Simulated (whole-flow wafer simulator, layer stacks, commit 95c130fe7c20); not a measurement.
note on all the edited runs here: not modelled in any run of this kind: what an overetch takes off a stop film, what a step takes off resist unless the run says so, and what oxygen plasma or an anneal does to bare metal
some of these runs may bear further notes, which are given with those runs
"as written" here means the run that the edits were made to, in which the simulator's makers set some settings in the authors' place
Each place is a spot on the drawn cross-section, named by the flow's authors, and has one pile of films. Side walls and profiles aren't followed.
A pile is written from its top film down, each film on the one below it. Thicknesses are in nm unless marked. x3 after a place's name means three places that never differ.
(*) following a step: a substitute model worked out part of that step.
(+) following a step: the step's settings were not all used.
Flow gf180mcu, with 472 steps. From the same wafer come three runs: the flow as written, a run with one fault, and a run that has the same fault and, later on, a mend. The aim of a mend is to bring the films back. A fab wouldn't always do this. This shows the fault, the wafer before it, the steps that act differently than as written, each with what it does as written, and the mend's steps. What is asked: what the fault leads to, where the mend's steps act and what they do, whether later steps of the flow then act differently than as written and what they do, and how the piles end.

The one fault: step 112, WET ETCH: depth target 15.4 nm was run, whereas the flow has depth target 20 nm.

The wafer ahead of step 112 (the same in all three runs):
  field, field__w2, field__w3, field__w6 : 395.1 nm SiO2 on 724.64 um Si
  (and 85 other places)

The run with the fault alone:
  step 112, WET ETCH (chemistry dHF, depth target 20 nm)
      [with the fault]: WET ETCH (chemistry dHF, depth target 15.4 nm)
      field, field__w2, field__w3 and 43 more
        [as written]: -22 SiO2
        [with the fault]: -16.9 SiO2
  Later steps of the flow acting differently than as written (53 more steps, not shown, differ only slightly: by at most 2% or 0.5 nm, whichever is larger):
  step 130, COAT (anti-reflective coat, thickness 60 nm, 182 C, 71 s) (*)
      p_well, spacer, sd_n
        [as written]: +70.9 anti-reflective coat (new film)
        [with the fault]: +75.7 anti-reflective coat (new film)
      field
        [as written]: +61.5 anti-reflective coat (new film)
        [with the fault]: +59.9 anti-reflective coat (new film)
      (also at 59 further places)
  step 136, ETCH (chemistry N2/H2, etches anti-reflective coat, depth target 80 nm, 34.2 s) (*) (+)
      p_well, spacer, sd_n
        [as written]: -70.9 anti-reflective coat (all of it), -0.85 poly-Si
        [with the fault]: -75.7 anti-reflective coat (all of it), -0.73 poly-Si
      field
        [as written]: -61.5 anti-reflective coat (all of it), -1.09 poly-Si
        [with the fault]: -59.9 anti-reflective coat (all of it), -1.13 poly-Si
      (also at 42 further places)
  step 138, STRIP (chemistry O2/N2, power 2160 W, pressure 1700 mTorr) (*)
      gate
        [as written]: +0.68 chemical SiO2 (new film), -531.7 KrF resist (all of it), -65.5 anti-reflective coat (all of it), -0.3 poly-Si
        [with the fault]: +0.68 chemical SiO2 (new film), -531.9 KrF resist (all of it), -67.7 anti-reflective coat (all of it), -0.3 poly-Si
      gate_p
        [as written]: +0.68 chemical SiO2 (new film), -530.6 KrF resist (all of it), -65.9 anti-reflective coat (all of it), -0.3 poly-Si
        [with the fault]: +0.68 chemical SiO2 (new film), -530.7 KrF resist (all of it), -68.4 anti-reflective coat (all of it), -0.3 poly-Si
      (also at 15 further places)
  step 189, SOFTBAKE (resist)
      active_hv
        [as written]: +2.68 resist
        [with the fault]: -0.48 resist
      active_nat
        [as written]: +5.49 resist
        [with the fault]: +9.3 resist
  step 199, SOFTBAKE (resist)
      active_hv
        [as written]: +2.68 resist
        [with the fault]: -0.48 resist
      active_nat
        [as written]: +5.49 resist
        [with the fault]: +9.3 resist
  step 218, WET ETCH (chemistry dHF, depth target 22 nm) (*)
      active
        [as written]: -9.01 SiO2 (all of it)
        [with the fault]: -8.31 SiO2 (all of it)
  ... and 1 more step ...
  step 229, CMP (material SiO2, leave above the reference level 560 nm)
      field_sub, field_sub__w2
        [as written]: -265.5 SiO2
        [with the fault]: -271.2 SiO2
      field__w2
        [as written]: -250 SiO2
        [with the fault]: -256.1 SiO2
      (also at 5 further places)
  By the end, the piles at ld_sd_n depart from the flow's by more than 2% or 0.5 nm, whichever is larger.
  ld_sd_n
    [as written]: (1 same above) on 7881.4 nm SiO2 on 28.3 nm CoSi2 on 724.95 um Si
    [with the fault]: (1 same above) on 7881.4 nm SiO2 on 27.7 nm CoSi2 on 724.95 um Si

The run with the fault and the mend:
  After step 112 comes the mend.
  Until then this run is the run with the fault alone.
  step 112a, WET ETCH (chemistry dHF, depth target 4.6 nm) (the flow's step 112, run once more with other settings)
      field, field__w2, field__w3 and 43 more
        -4.6 SiO2
  Later steps of the flow acting differently than as written (56 more steps, not shown, differ only slightly: by at most 2% or 0.5 nm, whichever is larger):
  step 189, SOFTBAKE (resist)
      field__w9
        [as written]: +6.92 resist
        [with the mend]: -3.07 resist
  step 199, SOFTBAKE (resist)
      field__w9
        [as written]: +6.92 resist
        [with the mend]: -3.07 resist
  When the end is reached, the piles differ only a little from the flow's at the places that both follow, at most by 2% or 0.5 nm, whichever is larger.
